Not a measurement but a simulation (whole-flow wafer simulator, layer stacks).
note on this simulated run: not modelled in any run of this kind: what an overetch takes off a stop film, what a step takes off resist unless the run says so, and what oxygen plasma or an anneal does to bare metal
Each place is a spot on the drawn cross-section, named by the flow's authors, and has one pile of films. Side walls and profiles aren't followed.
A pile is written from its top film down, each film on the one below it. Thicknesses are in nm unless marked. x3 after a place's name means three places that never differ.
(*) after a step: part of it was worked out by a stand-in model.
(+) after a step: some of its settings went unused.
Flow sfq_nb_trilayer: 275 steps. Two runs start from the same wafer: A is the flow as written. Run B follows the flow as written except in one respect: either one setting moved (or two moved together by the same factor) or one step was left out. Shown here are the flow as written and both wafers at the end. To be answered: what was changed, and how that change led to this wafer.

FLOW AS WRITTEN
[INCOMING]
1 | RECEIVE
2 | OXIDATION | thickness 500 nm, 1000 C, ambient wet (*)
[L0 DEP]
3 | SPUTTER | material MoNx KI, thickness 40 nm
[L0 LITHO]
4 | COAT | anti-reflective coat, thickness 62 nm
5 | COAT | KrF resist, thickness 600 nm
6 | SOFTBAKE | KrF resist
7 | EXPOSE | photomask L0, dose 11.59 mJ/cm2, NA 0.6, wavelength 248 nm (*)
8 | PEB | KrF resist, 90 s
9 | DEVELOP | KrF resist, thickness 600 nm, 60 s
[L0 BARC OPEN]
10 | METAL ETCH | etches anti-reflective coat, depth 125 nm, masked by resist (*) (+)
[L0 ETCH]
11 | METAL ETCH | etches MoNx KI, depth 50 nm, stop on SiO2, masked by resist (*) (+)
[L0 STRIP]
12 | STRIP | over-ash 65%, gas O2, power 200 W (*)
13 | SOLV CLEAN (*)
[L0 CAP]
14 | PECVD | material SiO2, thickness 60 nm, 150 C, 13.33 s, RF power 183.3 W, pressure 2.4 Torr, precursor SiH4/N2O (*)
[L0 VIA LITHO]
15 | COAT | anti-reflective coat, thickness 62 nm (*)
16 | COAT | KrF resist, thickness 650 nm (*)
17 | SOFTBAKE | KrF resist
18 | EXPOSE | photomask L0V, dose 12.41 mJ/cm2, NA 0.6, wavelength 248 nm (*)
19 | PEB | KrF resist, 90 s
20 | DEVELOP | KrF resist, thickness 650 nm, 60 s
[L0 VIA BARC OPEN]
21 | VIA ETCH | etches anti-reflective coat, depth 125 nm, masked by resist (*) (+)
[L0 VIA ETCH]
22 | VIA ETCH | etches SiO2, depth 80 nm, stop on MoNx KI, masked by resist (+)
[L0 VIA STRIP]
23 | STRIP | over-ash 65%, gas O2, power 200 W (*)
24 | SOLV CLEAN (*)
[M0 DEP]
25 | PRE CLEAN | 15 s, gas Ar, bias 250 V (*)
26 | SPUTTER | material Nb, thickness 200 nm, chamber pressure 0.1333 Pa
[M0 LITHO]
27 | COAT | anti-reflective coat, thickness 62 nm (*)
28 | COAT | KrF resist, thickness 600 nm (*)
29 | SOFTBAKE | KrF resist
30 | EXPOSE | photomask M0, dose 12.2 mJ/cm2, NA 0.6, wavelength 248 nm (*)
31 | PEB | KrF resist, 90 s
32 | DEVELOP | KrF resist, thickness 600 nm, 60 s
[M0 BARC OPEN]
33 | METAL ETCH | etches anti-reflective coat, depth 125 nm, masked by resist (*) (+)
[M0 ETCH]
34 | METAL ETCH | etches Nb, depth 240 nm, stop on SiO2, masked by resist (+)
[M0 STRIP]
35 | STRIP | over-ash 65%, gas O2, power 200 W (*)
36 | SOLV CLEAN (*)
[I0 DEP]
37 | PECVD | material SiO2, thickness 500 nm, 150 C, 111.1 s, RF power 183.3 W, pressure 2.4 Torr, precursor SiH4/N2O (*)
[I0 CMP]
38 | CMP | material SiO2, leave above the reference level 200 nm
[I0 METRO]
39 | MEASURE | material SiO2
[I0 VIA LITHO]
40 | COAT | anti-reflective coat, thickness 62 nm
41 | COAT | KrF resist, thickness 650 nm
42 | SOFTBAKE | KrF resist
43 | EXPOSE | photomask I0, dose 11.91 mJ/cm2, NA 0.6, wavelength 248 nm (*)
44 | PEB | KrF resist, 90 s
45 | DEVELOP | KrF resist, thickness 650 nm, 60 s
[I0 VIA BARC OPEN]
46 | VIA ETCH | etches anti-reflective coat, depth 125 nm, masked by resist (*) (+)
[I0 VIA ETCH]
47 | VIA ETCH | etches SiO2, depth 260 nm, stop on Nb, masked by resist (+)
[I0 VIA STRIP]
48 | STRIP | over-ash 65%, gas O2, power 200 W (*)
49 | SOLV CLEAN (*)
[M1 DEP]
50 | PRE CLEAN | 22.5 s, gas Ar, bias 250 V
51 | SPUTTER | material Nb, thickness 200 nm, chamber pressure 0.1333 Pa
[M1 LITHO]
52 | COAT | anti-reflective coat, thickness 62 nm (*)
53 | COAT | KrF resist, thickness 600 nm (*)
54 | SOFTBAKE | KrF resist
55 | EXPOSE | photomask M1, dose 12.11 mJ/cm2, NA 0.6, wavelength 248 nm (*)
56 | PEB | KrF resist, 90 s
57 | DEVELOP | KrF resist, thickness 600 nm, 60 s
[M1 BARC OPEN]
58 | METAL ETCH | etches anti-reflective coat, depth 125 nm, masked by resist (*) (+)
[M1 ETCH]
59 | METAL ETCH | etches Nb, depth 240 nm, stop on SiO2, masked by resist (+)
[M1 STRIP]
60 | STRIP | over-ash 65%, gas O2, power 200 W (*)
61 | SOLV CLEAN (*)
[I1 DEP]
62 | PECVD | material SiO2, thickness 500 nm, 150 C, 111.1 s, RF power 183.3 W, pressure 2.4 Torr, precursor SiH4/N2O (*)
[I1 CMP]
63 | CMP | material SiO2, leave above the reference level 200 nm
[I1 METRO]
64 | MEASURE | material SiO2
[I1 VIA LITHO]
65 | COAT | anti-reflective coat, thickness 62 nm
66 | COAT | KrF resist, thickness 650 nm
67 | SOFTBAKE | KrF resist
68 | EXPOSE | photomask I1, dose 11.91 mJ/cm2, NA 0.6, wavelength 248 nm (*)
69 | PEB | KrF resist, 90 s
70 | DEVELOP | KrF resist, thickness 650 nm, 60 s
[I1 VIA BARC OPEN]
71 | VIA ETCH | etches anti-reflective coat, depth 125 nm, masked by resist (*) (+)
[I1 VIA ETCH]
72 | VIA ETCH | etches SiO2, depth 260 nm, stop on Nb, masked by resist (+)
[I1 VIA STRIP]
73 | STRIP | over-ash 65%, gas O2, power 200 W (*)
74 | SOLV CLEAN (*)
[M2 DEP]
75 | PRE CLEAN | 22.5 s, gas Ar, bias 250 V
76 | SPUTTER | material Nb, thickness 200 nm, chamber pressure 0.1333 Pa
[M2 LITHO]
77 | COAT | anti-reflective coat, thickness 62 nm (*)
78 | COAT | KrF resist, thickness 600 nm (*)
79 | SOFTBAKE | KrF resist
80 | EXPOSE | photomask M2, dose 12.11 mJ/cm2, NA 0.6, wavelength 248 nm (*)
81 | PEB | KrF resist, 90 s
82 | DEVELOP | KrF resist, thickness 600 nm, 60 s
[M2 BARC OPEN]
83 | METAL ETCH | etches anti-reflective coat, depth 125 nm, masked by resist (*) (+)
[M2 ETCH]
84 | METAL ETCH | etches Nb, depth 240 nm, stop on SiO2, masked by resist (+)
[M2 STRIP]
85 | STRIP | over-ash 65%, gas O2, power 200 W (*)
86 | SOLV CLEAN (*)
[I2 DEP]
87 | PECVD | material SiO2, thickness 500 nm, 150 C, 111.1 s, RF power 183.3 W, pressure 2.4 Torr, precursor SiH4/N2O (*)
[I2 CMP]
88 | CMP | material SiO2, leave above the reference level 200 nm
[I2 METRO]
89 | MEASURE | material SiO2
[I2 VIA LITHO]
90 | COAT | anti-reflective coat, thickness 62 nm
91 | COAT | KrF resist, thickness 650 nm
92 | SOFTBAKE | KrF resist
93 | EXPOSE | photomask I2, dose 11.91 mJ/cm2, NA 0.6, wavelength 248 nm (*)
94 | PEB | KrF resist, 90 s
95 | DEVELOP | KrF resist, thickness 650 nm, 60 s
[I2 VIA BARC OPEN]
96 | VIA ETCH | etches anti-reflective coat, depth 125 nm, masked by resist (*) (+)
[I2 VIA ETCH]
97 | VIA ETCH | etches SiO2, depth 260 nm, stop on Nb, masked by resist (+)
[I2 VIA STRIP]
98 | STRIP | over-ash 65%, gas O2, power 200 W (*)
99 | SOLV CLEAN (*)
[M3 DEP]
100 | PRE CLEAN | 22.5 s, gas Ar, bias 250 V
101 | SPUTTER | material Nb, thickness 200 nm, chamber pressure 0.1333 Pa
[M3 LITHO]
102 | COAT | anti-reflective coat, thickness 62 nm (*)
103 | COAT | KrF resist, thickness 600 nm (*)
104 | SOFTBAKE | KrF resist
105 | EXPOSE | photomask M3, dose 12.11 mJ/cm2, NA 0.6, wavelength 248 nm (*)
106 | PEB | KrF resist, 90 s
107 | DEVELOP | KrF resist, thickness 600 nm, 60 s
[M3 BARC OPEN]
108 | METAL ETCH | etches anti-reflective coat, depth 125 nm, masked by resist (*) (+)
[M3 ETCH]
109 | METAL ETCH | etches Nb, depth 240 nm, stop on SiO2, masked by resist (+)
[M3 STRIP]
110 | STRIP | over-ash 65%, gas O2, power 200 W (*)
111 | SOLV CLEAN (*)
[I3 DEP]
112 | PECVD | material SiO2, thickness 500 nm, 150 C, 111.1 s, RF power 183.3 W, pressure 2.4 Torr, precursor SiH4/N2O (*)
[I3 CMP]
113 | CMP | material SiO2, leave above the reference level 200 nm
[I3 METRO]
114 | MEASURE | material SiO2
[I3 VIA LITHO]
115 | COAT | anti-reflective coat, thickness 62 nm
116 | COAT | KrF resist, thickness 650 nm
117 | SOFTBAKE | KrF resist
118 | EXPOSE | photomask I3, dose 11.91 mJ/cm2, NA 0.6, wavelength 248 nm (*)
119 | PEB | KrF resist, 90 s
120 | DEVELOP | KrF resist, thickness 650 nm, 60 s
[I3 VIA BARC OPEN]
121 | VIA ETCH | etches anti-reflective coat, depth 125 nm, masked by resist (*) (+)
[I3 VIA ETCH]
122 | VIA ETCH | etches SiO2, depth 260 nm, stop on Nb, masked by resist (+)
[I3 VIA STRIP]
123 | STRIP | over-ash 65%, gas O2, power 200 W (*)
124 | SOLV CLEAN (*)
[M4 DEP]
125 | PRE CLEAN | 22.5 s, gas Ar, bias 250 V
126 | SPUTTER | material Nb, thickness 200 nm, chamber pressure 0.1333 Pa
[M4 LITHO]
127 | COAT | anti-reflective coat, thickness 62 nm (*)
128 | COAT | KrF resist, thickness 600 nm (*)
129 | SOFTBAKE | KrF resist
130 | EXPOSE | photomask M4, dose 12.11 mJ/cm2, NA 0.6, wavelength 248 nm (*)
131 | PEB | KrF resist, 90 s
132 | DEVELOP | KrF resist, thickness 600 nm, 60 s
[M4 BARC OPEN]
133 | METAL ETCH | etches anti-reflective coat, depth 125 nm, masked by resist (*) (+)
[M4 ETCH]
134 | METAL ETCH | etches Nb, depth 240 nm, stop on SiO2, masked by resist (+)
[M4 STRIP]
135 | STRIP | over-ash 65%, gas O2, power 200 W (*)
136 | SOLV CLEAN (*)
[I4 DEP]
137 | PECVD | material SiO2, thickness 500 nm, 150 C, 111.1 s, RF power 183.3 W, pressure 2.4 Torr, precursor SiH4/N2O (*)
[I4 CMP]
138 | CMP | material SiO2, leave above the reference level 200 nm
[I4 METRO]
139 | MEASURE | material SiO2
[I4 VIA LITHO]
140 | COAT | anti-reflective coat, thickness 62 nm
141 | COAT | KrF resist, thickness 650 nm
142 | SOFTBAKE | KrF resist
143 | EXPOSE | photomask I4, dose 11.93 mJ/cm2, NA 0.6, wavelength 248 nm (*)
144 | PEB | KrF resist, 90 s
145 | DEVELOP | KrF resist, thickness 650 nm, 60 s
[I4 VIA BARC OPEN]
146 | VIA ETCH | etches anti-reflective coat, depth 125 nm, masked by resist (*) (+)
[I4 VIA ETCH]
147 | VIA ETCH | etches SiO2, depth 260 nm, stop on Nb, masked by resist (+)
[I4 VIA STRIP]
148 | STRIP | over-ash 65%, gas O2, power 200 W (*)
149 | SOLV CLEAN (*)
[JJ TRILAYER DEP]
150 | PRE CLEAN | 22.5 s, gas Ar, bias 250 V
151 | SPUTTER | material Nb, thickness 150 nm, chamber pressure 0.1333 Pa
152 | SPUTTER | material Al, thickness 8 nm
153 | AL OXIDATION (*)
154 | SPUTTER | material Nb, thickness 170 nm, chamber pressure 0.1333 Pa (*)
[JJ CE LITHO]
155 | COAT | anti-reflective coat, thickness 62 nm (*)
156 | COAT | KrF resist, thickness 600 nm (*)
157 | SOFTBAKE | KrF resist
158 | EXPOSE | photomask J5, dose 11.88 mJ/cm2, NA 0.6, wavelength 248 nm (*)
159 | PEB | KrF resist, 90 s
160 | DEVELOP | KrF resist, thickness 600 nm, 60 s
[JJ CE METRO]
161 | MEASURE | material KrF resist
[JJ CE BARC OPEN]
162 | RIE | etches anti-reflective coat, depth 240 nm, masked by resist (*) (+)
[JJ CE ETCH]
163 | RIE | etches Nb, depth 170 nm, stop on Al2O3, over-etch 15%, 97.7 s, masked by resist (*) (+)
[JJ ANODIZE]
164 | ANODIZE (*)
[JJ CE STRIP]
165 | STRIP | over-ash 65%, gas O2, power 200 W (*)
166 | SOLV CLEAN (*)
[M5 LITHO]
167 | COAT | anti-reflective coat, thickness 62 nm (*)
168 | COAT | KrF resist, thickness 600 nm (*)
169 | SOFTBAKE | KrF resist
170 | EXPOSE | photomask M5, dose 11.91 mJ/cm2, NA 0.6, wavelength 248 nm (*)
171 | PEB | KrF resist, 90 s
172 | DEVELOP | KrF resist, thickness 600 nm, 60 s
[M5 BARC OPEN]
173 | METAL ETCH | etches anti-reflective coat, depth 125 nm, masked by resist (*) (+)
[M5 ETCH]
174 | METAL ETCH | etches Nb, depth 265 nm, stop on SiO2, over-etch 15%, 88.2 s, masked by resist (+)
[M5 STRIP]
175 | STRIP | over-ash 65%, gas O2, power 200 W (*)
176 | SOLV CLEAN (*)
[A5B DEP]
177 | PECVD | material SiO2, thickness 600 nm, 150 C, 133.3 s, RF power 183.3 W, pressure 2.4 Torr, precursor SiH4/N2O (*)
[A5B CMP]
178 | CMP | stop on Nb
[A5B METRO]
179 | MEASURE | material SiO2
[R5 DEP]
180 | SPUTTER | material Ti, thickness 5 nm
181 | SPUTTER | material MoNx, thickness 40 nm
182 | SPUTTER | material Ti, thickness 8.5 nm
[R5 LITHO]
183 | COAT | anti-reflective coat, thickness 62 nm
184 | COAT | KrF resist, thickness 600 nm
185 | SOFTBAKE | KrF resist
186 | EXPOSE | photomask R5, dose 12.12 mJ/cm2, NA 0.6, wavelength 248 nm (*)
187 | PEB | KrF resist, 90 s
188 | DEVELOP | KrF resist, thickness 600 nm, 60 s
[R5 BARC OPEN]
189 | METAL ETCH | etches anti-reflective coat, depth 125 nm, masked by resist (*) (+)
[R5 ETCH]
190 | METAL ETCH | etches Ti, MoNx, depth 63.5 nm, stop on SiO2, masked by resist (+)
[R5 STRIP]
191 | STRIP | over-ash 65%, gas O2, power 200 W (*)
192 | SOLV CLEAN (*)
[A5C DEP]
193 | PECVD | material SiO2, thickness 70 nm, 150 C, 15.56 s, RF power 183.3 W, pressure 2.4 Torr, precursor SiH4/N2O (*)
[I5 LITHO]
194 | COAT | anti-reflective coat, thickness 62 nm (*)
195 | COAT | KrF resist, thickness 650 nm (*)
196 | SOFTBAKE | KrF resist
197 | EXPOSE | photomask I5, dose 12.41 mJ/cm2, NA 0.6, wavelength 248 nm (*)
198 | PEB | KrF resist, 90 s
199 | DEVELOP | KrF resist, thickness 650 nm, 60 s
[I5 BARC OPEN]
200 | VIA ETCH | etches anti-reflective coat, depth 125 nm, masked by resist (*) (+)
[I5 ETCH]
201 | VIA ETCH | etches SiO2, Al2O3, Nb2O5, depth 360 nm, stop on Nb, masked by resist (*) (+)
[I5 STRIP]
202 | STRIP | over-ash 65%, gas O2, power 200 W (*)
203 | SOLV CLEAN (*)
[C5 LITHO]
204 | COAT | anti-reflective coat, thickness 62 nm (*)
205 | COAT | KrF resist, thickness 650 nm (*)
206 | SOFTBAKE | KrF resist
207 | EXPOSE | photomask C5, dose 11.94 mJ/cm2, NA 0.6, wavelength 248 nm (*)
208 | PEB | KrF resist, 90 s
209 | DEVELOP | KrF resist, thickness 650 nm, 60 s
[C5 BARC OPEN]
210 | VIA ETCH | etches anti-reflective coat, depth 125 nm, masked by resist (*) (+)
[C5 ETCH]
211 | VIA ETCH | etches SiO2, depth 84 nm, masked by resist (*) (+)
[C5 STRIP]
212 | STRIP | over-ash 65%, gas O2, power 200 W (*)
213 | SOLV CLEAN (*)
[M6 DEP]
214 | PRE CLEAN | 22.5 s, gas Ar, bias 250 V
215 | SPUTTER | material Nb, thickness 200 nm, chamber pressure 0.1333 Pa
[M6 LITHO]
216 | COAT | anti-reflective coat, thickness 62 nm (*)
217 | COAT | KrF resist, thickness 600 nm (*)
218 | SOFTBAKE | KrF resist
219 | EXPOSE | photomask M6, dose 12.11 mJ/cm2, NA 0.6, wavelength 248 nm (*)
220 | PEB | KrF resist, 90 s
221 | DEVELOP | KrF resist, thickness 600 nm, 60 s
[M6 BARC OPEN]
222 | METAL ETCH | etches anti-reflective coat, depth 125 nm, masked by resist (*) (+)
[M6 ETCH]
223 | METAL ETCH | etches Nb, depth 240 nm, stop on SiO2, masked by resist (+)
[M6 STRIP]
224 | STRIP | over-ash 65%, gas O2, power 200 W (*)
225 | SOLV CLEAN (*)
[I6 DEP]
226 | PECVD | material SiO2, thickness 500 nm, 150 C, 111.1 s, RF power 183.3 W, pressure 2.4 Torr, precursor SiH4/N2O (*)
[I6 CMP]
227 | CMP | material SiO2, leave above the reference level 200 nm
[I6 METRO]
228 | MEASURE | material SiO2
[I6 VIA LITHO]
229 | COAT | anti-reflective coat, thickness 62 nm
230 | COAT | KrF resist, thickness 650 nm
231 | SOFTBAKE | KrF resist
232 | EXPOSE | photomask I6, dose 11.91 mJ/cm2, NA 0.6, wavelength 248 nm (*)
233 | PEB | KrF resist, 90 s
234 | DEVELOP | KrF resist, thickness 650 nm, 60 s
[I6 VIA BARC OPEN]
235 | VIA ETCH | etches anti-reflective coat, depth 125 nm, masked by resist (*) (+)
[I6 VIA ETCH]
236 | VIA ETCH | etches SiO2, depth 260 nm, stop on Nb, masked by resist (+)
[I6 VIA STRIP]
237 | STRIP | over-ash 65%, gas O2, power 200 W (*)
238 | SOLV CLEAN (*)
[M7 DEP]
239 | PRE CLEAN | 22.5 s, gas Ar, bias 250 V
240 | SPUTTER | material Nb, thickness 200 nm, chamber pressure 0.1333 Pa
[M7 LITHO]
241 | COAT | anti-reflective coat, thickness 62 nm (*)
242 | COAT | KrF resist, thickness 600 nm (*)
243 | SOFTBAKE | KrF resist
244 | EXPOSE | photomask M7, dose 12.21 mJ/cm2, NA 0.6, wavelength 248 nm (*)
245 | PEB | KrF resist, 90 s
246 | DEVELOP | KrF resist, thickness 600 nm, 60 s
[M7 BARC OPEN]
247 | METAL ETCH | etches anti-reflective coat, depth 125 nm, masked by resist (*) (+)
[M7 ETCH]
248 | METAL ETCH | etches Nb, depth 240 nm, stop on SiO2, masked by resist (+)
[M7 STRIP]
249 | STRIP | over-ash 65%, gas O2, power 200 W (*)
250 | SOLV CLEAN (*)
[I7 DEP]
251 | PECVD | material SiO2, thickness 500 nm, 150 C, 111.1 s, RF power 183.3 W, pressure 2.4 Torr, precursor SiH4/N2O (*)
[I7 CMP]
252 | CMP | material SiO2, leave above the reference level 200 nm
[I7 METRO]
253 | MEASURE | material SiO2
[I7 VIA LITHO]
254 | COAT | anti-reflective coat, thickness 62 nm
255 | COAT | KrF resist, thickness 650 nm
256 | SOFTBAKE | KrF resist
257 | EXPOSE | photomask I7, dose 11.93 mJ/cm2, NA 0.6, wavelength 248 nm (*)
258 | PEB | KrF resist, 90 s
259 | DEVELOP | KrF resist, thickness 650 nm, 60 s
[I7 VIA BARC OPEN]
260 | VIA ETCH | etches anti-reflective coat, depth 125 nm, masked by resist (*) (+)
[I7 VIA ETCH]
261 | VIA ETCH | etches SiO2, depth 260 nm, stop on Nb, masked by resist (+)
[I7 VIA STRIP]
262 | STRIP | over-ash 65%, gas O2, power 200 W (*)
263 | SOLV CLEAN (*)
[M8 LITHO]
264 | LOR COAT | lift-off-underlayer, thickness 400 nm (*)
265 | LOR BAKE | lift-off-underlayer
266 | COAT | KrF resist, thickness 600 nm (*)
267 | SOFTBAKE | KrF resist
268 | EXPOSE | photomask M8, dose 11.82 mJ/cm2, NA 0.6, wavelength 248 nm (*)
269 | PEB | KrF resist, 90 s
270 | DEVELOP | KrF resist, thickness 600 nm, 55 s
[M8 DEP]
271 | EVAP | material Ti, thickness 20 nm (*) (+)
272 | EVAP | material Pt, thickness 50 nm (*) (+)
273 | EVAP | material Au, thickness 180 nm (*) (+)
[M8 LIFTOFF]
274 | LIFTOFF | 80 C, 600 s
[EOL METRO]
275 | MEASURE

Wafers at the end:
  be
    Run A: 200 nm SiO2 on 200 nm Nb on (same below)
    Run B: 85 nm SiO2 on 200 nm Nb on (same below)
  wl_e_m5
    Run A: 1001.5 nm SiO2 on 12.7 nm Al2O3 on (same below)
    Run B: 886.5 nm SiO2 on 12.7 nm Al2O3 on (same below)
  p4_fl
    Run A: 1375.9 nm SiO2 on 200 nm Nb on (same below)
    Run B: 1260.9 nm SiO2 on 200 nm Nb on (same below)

Cause: step 252, CMP: leave above the reference level 85 nm was run, whereas the flow has leave above the reference level 200 nm.
The wafer itself shows it: be has SiO2 85, and step 252 as written asks for 200 nm.

The path from the change to this, step by step:
  252 | CMP | material SiO2, leave above the reference level 200 nm
      field_l, p4_fl, p4_fm and 56 more: A SiO2 loses 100 | B SiO2 loses 215
      v_sur, via_wl, via_w and 37 more: A SiO2 loses 300 | B SiO2 loses 415
      (as well as at 7 more places)
  261 | VIA ETCH | etches SiO2, depth 260 nm, stop on Nb, masked by resist (+)
      field_l, v_sur, via_sp and 100 more: A KrF resist loses 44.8 | B KrF resist loses 21.9
      via_wl, via_w, via_wr: A SiO2 loses 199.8 (all of it) | B SiO2 loses 84.8 (all of it)
  262 | STRIP | over-ash 65%, gas O2, power 200 W (*)
      field_l, v_sur, via_sp and 100 more: A KrF resist loses 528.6 (all of it), anti-reflective coat loses 62 (all of it) | B KrF resist loses 551.5 (all of it), anti-reflective coat loses 62 (all of it)
  264 | LOR COAT | lift-off-underlayer, thickness 400 nm (*)
      via_wl, via_wr: A lift-off-underlayer gains 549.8 (new film) | B lift-off-underlayer gains 463.7 (new film)
      v_sur: A lift-off-underlayer gains 369.4 (new film) | B lift-off-underlayer gains 387 (new film)
      (as well as at 2 more places)
  266 | COAT | KrF resist, thickness 600 nm (*)
      via_wl: A KrF resist gains 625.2 (new film) | B KrF resist gains 610.7 (new film)
      via_w: A KrF resist gains 636.8 (new film) | B KrF resist gains 615.6 (new film)
      (as well as at 1 more place)
  270 | DEVELOP | KrF resist, thickness 600 nm, 55 s
      v_sur: A KrF resist loses 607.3 (all of it), lift-off-underlayer loses 369.4 (all of it) | B KrF resist loses 602.4 (all of it), lift-off-underlayer loses 387 (all of it)
      via_wl: A KrF resist loses 623.9 (all of it), lift-off-underlayer loses 549.8 (all of it) | B KrF resist loses 609.4 (all of it), lift-off-underlayer loses 463.7 (all of it)
      (as well as at 3 more places)
